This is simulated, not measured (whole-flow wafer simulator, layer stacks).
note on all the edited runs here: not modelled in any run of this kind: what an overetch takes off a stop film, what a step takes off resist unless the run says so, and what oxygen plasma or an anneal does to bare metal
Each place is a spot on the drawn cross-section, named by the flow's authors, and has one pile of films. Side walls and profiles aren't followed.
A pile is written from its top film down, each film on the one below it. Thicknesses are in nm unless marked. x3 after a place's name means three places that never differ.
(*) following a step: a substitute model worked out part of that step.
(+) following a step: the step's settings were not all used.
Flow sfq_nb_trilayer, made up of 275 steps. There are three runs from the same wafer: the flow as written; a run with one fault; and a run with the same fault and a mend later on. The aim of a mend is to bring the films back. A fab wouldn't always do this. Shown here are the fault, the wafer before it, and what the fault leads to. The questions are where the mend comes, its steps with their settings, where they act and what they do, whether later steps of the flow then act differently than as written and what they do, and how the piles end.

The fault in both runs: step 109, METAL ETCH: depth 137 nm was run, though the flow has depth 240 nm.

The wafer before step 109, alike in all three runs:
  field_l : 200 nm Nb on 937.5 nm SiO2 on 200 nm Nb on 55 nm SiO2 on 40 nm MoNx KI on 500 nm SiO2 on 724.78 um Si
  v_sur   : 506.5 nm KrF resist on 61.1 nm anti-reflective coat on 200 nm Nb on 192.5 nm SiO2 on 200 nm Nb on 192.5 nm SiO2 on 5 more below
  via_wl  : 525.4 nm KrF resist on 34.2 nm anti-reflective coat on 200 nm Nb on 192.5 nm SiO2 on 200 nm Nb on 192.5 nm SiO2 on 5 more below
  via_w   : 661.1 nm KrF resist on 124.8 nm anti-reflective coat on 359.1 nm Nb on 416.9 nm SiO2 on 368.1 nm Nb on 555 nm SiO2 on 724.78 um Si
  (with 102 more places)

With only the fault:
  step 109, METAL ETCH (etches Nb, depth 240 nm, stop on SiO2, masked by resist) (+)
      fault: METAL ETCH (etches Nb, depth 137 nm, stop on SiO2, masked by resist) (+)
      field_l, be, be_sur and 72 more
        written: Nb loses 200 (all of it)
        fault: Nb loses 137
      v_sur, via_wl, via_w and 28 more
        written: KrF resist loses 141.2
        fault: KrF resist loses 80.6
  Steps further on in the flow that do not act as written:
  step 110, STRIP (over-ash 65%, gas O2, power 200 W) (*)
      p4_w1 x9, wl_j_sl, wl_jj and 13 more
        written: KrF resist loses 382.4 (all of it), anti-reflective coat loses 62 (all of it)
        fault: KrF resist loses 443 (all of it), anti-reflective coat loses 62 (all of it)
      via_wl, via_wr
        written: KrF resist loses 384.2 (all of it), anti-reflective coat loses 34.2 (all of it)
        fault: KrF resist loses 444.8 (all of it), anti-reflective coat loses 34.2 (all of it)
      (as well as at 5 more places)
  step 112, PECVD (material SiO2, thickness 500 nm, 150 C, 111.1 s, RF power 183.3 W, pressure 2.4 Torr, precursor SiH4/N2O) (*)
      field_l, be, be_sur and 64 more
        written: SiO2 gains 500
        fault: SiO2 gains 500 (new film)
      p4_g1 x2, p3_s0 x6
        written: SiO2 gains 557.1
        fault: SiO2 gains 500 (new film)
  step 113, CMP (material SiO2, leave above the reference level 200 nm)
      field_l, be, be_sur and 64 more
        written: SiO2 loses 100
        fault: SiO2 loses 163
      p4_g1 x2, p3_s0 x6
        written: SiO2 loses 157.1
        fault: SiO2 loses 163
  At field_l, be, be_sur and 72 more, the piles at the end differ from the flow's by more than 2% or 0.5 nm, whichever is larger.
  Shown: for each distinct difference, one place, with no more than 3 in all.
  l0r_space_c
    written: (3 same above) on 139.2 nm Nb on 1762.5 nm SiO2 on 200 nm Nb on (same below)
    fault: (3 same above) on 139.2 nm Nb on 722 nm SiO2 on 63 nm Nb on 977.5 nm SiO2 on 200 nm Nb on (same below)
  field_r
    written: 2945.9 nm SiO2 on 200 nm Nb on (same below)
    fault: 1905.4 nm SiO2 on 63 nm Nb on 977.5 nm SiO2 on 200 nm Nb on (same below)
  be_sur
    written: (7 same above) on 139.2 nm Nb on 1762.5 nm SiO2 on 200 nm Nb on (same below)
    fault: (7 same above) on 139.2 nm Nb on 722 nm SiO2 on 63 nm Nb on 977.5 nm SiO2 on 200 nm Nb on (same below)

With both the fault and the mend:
  After step 109 comes the mend.
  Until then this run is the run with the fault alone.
  step 109a, METAL ETCH (etches Nb, depth 103 nm, stop on SiO2, masked by resist) (+) (a further turn of the flow's step 109, with different settings)
      field_l, be, be_sur and 72 more
        Nb loses 63 (all of it)
      v_sur, via_wl, via_w and 28 more
        KrF resist loses 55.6
  Every later step of the flow that is run acts as written, at every place that is followed, to within 2% or 0.5 nm, whichever is larger.
  By the end, the piles equal the flow's at every place that both follow.
